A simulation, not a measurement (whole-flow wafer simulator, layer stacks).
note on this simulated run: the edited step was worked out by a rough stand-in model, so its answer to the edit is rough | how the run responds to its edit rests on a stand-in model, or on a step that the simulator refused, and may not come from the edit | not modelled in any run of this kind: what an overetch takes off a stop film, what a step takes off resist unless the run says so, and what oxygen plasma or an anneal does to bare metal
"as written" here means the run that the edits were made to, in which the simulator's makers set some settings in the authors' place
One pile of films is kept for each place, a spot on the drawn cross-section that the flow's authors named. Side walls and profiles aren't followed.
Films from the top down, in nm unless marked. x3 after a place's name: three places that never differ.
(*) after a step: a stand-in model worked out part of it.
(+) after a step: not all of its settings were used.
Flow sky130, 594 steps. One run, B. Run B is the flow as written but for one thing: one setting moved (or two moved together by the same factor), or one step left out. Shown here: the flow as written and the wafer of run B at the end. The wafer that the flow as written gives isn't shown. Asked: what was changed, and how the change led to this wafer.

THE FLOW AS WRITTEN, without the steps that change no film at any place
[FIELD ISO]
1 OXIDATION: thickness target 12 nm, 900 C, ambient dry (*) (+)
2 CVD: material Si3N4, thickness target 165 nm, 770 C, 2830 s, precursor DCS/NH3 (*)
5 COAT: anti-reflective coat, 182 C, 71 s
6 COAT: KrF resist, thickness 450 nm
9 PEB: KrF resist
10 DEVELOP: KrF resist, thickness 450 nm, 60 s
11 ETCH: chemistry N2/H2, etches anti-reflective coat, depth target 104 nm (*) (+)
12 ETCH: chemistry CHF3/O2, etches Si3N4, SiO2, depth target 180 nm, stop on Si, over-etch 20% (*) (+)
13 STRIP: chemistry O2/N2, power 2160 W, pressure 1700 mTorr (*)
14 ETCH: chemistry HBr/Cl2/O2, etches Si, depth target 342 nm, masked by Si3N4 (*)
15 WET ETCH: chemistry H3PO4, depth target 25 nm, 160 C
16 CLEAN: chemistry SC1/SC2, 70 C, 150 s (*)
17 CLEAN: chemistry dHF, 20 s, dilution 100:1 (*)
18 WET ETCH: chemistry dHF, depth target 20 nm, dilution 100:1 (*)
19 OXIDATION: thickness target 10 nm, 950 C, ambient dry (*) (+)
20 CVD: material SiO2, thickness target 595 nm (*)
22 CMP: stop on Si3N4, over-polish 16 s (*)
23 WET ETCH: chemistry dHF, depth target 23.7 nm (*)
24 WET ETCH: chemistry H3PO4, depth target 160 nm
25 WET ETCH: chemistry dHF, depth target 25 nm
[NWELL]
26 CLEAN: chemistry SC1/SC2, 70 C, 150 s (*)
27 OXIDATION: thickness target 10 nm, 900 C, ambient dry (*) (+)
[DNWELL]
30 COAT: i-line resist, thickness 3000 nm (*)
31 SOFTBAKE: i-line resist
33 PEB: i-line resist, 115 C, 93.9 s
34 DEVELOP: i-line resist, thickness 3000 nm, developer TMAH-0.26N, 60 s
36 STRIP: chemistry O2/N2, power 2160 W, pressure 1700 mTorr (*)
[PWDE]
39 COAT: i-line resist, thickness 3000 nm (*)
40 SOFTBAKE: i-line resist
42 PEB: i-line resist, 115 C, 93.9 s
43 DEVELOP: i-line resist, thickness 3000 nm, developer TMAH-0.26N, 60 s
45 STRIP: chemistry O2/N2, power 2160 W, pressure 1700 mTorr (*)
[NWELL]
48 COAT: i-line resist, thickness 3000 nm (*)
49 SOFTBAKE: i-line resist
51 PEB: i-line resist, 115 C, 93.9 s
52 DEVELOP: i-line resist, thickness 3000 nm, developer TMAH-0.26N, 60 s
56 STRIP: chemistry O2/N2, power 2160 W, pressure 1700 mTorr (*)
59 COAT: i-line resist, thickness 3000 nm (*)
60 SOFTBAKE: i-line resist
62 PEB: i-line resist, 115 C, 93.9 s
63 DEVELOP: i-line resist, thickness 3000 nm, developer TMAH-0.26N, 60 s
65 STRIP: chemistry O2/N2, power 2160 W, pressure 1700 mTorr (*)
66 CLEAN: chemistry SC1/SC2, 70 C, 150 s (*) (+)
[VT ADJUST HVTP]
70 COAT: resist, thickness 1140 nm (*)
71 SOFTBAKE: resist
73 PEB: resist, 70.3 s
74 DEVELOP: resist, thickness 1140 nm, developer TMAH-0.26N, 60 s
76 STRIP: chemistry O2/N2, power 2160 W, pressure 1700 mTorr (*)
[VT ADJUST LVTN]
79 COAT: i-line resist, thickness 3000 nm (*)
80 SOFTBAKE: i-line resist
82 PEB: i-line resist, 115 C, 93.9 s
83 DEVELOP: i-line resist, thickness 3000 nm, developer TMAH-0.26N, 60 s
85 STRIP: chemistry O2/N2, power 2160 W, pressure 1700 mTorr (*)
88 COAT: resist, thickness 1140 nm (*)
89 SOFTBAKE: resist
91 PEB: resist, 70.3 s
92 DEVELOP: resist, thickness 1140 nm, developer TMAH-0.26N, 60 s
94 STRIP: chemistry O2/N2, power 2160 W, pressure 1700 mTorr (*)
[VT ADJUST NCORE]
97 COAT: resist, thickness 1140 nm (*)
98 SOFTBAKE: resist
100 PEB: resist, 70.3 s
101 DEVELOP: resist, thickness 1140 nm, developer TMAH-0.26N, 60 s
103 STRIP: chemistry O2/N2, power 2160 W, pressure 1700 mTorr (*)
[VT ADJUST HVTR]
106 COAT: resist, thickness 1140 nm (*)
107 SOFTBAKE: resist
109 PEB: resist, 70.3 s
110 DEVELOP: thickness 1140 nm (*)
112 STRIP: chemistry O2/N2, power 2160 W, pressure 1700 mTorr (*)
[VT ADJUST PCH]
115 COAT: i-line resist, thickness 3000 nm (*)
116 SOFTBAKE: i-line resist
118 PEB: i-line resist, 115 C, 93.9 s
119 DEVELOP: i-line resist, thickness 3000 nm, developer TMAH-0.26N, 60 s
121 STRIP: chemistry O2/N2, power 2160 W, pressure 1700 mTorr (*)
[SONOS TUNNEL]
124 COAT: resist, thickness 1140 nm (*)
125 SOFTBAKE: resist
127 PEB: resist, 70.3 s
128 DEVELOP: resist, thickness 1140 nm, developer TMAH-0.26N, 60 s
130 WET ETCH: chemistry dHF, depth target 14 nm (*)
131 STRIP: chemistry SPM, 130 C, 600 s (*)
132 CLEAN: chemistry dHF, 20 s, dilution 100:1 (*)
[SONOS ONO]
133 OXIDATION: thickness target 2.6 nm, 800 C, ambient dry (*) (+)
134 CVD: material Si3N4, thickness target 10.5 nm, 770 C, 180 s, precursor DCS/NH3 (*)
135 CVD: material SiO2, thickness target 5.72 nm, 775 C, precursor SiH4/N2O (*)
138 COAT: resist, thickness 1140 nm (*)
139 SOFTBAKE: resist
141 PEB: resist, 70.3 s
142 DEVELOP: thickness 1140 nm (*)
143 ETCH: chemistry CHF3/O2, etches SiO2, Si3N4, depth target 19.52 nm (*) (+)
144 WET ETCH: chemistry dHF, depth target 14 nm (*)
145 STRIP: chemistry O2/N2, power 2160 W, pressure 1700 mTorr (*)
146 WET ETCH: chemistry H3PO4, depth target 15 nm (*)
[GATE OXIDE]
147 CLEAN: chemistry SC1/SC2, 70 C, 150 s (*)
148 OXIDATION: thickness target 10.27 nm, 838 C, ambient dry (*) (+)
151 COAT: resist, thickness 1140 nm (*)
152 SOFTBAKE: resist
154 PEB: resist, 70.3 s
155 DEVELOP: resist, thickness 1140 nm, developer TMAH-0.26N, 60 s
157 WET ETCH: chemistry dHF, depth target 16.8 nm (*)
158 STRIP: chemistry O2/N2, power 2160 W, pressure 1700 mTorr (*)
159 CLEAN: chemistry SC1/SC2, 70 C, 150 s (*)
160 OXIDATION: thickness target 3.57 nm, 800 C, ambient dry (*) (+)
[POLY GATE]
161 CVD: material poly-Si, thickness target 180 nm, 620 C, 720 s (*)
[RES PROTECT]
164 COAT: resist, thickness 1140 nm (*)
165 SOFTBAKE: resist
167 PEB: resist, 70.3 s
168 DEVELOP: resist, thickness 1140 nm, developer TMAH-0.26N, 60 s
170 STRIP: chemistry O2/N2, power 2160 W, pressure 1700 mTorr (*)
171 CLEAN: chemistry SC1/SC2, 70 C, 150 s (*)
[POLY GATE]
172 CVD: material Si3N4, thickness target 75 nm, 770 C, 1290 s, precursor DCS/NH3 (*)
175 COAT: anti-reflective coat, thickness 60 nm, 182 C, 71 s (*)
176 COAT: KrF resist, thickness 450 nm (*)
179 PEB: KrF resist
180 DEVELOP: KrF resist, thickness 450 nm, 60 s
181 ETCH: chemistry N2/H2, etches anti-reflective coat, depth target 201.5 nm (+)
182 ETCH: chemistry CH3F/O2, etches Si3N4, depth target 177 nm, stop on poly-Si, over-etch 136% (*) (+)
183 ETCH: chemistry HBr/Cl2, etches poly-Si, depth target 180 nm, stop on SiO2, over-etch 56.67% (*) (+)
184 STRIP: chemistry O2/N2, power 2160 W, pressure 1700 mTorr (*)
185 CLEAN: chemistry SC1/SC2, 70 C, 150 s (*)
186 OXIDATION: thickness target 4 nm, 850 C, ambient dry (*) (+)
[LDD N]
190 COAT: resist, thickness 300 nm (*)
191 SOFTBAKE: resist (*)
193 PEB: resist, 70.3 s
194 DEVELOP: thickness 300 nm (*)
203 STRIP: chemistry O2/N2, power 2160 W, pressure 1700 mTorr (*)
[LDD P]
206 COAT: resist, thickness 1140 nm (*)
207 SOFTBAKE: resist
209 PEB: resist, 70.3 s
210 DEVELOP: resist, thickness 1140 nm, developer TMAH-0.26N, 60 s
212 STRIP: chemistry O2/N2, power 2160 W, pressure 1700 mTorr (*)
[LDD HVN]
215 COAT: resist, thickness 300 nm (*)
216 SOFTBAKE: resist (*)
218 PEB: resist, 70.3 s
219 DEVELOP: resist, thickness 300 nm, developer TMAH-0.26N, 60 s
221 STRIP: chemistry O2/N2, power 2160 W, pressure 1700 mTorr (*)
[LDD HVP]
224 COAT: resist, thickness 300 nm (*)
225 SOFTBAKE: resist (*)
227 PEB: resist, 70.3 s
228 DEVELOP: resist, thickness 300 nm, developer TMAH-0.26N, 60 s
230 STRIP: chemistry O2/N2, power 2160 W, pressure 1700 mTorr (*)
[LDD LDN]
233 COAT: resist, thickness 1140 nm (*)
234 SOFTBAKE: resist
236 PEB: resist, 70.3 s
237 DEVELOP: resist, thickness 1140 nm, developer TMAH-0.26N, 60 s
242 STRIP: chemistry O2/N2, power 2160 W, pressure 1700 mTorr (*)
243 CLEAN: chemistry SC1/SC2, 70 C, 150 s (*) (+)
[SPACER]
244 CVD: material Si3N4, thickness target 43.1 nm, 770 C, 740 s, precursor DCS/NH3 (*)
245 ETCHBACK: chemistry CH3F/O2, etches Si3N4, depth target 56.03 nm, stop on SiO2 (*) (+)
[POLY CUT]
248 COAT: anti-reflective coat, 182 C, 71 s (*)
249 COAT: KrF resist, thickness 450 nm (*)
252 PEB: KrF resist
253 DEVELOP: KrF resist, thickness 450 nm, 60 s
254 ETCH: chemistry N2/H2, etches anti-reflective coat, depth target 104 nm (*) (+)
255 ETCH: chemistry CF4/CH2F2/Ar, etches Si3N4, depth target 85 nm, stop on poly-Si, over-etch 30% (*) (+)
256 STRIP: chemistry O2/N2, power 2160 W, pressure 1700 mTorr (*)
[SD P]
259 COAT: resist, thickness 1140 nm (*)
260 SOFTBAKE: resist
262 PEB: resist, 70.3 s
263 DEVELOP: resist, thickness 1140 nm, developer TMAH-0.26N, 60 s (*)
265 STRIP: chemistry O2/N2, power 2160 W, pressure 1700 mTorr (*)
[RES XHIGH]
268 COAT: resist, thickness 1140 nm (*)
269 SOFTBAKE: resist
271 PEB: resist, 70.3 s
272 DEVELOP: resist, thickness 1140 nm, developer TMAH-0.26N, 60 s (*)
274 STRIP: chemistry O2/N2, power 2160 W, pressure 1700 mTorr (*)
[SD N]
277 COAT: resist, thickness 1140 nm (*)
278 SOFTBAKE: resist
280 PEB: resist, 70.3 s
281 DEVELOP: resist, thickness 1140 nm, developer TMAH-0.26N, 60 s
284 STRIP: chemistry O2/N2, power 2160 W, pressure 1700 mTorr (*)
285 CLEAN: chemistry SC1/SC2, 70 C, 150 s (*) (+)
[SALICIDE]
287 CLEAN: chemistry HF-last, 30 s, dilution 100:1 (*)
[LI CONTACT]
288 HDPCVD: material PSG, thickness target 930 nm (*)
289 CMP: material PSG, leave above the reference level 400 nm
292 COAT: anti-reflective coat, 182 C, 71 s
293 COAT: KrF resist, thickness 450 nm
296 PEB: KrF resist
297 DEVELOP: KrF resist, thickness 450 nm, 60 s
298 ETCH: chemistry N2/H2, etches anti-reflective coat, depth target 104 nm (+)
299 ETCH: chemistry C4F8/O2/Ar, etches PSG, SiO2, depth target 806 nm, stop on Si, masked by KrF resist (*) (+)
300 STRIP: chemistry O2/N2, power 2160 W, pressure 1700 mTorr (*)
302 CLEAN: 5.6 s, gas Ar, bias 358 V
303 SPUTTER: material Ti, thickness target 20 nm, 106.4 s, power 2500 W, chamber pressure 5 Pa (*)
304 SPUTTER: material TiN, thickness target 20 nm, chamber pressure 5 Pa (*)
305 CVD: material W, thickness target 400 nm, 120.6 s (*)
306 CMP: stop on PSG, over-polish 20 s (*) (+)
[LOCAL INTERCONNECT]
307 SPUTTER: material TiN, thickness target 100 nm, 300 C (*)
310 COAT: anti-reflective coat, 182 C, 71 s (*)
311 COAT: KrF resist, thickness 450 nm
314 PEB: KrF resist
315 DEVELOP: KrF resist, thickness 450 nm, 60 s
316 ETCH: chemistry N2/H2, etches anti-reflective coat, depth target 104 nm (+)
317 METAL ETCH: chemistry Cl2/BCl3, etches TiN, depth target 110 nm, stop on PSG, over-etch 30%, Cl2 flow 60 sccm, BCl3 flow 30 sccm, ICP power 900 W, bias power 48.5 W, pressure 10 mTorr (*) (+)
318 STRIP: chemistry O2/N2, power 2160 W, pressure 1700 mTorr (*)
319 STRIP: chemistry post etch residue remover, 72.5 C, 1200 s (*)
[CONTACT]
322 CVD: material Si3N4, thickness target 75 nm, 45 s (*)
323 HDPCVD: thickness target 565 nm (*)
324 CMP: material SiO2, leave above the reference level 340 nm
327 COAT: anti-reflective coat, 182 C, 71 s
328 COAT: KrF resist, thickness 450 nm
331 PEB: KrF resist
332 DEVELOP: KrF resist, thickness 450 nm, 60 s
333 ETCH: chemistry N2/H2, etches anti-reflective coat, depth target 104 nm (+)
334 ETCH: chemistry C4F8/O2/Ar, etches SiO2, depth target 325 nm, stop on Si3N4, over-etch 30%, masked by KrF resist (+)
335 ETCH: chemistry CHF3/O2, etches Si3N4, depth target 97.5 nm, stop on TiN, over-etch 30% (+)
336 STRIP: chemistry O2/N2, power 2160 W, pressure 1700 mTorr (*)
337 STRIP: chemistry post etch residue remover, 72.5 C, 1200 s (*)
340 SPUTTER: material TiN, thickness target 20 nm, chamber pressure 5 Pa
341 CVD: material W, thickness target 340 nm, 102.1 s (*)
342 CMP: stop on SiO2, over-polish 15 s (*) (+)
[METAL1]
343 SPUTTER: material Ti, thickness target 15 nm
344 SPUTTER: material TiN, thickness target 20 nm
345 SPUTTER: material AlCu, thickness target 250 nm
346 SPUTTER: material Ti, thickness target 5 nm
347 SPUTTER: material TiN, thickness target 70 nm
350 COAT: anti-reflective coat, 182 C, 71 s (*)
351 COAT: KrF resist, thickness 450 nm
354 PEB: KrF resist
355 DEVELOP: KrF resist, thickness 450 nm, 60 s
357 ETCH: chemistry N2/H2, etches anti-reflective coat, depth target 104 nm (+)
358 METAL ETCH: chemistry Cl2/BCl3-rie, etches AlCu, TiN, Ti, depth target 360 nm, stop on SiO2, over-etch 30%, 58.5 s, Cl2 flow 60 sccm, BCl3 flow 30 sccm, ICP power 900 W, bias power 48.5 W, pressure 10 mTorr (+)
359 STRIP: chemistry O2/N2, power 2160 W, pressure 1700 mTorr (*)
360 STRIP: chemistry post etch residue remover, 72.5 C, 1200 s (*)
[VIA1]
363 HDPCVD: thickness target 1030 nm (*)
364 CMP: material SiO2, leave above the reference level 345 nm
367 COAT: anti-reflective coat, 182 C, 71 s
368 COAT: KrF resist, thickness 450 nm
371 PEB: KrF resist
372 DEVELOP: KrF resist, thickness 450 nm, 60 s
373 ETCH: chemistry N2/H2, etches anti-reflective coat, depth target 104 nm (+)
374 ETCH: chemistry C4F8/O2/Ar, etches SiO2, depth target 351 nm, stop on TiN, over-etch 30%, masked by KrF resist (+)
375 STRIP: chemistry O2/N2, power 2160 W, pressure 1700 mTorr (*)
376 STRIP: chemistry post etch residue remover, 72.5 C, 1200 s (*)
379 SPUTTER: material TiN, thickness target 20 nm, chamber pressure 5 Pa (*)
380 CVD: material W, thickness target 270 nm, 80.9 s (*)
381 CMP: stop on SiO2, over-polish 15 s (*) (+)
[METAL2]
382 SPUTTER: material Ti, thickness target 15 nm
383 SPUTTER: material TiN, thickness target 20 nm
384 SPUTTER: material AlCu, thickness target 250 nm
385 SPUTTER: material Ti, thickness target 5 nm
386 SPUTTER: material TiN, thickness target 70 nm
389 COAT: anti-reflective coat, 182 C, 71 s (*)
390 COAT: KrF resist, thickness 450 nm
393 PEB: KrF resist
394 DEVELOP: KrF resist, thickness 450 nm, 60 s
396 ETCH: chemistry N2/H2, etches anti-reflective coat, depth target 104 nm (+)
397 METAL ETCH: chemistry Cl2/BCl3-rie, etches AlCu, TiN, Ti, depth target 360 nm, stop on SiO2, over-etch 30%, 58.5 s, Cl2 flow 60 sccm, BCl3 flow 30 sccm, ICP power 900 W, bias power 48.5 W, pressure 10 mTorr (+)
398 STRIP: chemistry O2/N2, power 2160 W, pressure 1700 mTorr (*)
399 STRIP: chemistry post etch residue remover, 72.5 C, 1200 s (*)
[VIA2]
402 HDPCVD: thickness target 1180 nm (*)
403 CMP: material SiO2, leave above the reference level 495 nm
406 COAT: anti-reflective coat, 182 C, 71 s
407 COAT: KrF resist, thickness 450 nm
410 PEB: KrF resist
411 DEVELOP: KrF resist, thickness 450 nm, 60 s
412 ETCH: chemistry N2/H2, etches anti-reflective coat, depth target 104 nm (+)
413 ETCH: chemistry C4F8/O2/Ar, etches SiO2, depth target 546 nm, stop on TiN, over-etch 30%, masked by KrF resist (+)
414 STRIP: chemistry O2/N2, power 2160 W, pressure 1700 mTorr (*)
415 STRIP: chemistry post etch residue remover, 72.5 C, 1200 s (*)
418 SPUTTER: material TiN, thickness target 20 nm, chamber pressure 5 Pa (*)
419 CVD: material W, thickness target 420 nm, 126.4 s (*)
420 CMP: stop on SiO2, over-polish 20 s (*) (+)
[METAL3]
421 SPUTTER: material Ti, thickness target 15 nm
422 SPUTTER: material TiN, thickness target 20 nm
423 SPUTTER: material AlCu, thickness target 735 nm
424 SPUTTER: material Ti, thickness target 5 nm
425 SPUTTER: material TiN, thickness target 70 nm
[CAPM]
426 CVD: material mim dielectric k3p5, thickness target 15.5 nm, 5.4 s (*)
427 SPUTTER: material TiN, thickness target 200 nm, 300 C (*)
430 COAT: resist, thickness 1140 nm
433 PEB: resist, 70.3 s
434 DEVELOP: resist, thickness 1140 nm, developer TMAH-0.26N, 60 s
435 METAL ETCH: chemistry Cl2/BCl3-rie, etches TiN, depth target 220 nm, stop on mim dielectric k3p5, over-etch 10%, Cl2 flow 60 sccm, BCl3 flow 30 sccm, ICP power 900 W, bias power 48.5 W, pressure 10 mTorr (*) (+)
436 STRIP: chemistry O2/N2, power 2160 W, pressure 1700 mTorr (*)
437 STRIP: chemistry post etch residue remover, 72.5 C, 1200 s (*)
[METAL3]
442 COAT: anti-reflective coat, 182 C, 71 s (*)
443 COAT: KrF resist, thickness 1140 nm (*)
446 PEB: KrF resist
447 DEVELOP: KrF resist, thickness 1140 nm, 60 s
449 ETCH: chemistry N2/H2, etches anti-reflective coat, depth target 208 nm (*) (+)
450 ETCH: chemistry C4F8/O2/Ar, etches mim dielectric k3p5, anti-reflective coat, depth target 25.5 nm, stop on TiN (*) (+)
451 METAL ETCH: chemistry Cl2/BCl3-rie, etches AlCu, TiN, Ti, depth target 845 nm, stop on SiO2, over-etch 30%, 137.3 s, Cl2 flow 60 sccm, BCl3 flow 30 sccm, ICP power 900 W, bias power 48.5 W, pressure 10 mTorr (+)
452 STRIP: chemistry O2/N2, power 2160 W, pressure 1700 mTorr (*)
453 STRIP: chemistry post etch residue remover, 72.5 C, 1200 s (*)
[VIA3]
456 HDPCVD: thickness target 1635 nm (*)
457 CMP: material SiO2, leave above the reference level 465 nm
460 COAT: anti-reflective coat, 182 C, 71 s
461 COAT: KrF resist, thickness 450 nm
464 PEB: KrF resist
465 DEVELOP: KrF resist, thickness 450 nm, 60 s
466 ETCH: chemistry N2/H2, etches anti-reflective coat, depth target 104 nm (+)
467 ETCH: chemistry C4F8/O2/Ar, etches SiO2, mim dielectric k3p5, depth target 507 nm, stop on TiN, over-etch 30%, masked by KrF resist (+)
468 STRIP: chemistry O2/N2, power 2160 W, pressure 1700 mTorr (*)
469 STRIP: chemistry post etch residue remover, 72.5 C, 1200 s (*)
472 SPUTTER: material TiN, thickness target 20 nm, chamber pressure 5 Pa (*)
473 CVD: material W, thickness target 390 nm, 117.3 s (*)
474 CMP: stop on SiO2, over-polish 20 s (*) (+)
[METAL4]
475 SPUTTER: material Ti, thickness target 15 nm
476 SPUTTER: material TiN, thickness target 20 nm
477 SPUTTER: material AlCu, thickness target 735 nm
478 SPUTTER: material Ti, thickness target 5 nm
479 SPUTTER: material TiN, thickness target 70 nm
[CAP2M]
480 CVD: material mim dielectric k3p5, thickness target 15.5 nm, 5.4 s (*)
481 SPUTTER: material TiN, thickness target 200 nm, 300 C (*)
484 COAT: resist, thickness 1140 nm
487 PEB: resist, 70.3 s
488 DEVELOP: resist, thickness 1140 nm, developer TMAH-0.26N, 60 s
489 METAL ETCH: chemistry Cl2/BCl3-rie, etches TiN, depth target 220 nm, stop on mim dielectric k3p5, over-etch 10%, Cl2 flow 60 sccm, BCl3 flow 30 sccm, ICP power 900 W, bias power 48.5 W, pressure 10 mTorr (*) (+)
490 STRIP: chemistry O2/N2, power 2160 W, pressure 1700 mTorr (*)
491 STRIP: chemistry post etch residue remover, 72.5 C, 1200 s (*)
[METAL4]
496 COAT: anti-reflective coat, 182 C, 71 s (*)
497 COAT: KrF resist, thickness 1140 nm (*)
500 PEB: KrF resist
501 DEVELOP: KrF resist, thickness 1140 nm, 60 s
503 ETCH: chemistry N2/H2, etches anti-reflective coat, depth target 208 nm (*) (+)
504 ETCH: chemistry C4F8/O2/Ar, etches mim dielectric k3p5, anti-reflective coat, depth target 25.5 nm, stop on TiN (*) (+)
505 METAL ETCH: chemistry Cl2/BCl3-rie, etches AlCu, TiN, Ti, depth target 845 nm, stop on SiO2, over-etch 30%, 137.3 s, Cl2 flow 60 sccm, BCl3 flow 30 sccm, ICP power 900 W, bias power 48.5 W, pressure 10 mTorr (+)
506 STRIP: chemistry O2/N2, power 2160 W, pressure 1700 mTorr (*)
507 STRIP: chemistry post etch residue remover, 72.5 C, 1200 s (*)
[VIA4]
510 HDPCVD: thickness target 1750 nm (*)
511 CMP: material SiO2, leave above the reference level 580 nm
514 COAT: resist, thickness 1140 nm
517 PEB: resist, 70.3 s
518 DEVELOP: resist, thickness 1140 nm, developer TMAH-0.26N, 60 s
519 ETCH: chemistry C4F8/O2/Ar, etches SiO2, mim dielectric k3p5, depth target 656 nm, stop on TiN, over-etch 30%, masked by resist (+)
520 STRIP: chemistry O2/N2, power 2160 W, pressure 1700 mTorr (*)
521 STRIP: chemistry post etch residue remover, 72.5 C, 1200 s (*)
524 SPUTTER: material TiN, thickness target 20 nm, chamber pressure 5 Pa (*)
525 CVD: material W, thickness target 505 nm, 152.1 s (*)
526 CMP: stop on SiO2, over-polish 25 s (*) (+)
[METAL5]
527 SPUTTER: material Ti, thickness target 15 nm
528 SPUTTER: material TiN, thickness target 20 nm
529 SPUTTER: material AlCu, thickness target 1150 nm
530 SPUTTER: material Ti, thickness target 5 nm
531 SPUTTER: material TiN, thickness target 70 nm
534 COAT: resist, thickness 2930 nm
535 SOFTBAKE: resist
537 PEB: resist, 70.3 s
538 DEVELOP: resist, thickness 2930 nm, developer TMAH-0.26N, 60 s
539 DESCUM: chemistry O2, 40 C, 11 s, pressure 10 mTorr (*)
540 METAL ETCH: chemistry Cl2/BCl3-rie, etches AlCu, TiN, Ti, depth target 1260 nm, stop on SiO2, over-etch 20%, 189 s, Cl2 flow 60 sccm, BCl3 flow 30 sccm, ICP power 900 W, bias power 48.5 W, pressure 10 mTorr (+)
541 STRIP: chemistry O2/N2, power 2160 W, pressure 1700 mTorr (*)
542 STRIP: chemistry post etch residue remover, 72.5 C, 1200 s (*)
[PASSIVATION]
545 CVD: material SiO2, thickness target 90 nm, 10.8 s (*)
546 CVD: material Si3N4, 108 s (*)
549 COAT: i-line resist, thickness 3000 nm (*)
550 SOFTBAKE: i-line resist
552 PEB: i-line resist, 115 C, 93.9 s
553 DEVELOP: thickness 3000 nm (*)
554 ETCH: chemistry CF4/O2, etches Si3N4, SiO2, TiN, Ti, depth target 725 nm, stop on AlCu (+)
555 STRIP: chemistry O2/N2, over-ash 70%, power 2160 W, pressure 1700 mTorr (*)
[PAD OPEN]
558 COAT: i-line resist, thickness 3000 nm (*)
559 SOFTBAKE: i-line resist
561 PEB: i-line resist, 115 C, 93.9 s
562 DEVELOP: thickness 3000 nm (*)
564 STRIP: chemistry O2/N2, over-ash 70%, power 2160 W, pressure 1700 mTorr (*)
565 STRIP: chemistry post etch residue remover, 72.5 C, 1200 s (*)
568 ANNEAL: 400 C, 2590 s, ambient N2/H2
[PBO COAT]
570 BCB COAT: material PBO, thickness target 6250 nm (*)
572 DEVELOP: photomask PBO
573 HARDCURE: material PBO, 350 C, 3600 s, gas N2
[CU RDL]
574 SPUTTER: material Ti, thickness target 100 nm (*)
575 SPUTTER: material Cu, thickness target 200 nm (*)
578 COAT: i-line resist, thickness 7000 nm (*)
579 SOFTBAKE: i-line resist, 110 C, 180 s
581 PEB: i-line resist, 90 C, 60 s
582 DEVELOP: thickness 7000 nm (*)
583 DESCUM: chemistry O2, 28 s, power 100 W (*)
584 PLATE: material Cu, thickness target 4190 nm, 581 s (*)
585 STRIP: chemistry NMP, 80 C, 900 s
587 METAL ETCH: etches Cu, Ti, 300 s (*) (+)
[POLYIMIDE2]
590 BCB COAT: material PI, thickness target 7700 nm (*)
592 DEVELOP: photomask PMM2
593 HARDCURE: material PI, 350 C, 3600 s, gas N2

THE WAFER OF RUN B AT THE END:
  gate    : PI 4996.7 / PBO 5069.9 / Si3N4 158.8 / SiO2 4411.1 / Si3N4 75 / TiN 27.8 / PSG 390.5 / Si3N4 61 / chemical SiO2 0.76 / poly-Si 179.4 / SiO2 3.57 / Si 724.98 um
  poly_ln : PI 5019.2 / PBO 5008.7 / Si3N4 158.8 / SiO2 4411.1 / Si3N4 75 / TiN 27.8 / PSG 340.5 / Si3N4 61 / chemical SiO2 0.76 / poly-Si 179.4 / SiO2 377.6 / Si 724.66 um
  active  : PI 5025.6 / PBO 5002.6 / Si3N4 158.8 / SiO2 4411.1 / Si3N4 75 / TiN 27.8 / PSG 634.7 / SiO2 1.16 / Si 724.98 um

The cause: step 317, METAL ETCH: depth target 70.4 nm was run, where the flow has depth target 110 nm.

How the change led to this, step by step:
  317 METAL ETCH: chemistry Cl2/BCl3, etches TiN, depth target 110 nm, stop on PSG, over-etch 30%, Cl2 flow 60 sccm, BCl3 flow 30 sccm, ICP power 900 W, bias power 48.5 W, pressure 10 mTorr (*) (+)
      field, active, gate and 88 more: TiN -70.4 (as written it would be: TiN -98.7 (all of it))
      n_well, p_well, gate_hv and 97 more: KrF resist -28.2 (as written it would be: KrF resist -44)
  318 STRIP: chemistry O2/N2, power 2160 W, pressure 1700 mTorr (*)
      n_well, p_well, gate_hv and 93 more: KrF resist -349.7 (all of it), anti-reflective coat -80 (all of it) (as written it would be: KrF resist -333.8 (all of it), anti-reflective coat -80 (all of it))
      poly_licon, ndiff_licon, ndiff_licon_cpp, rpo_hd_licon: KrF resist -349.7 (all of it), anti-reflective coat -80.5 (all of it) (as written it would be: KrF resist -333.9 (all of it), anti-reflective coat -80.5 (all of it))
  324 CMP: material SiO2, leave above the reference level 340 nm
      field, active, gate and 88 more: SiO2 -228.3 (as written it would be: SiO2 -200.4)
Counting metal films that touch as one body, gate has 1 body; the flow as written gives 0 bodies.
Counting metal films that touch as one body, poly_ln has 1 body; the flow as written gives 0 bodies.
Counting metal films that touch as one body, active has 1 body; the flow as written gives 0 bodies.
